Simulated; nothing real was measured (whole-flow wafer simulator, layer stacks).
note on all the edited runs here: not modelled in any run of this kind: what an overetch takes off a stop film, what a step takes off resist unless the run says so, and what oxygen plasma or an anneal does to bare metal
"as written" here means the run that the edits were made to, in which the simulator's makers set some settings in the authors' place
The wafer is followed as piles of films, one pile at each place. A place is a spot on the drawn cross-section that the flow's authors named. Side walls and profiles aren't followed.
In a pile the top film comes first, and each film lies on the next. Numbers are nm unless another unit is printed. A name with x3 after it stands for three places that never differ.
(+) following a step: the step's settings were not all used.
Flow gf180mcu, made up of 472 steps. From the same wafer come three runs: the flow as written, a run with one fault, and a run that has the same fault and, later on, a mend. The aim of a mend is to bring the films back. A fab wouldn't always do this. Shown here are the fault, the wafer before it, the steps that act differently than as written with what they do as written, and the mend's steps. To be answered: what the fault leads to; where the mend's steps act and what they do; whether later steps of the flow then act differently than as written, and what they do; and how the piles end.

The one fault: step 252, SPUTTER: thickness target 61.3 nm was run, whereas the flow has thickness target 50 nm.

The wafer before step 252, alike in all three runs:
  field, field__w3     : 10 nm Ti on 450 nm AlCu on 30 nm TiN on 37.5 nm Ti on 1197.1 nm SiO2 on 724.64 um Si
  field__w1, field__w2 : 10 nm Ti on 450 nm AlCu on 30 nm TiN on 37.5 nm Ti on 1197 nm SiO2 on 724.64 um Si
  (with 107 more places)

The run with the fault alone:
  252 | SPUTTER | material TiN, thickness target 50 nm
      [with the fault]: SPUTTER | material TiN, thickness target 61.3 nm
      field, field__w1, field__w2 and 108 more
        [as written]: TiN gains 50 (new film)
        [with the fault]: TiN gains 61.3 (new film)
  Later steps of the flow acting differently than as written (6 other steps are not shown; they differ only slightly, by no more than 2% or 0.5 nm, whichever is larger):
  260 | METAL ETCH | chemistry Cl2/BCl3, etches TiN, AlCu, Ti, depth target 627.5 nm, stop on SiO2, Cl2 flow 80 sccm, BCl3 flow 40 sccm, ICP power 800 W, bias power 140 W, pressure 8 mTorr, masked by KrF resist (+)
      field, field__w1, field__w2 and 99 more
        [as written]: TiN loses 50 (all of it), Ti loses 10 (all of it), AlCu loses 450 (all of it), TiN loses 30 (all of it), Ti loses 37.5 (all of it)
        [with the fault]: TiN loses 61.3 (all of it), Ti loses 10 (all of it), AlCu loses 450 (all of it), TiN loses 30 (all of it), Ti loses 37.5 (all of it)
  At field__w8, contact, m1 and 6 more, the piles at the end differ from the flow's by more than 2% or 0.5 nm, whichever is larger.
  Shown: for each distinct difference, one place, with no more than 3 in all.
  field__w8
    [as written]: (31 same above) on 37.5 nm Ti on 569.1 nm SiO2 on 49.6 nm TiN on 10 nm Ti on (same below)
    [with the fault]: (31 same above) on 37.5 nm Ti on 557.8 nm SiO2 on 60.9 nm TiN on 10 nm Ti on (same below)
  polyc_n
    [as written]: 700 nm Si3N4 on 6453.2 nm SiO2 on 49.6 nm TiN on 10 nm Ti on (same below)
    [with the fault]: 700 nm Si3N4 on 6441.9 nm SiO2 on 60.9 nm TiN on 10 nm Ti on (same below)
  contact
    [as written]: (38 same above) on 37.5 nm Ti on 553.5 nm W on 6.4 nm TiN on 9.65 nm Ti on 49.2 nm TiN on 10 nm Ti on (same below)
    [with the fault]: (38 same above) on 37.5 nm Ti on 542.1 nm W on 6.45 nm TiN on 9.72 nm Ti on 60.5 nm TiN on 10 nm Ti on (same below)

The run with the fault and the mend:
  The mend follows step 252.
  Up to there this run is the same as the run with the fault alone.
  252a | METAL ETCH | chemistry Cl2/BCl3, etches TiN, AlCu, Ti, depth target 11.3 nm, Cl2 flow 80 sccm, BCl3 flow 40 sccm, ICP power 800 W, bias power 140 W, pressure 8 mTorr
      field, field__w1, field__w2 and 108 more
        TiN loses 11.3
  None of the later steps of the flow acts differently than as written at any place that is followed.
  By the end, the piles equal the flow's at every place that both follow.
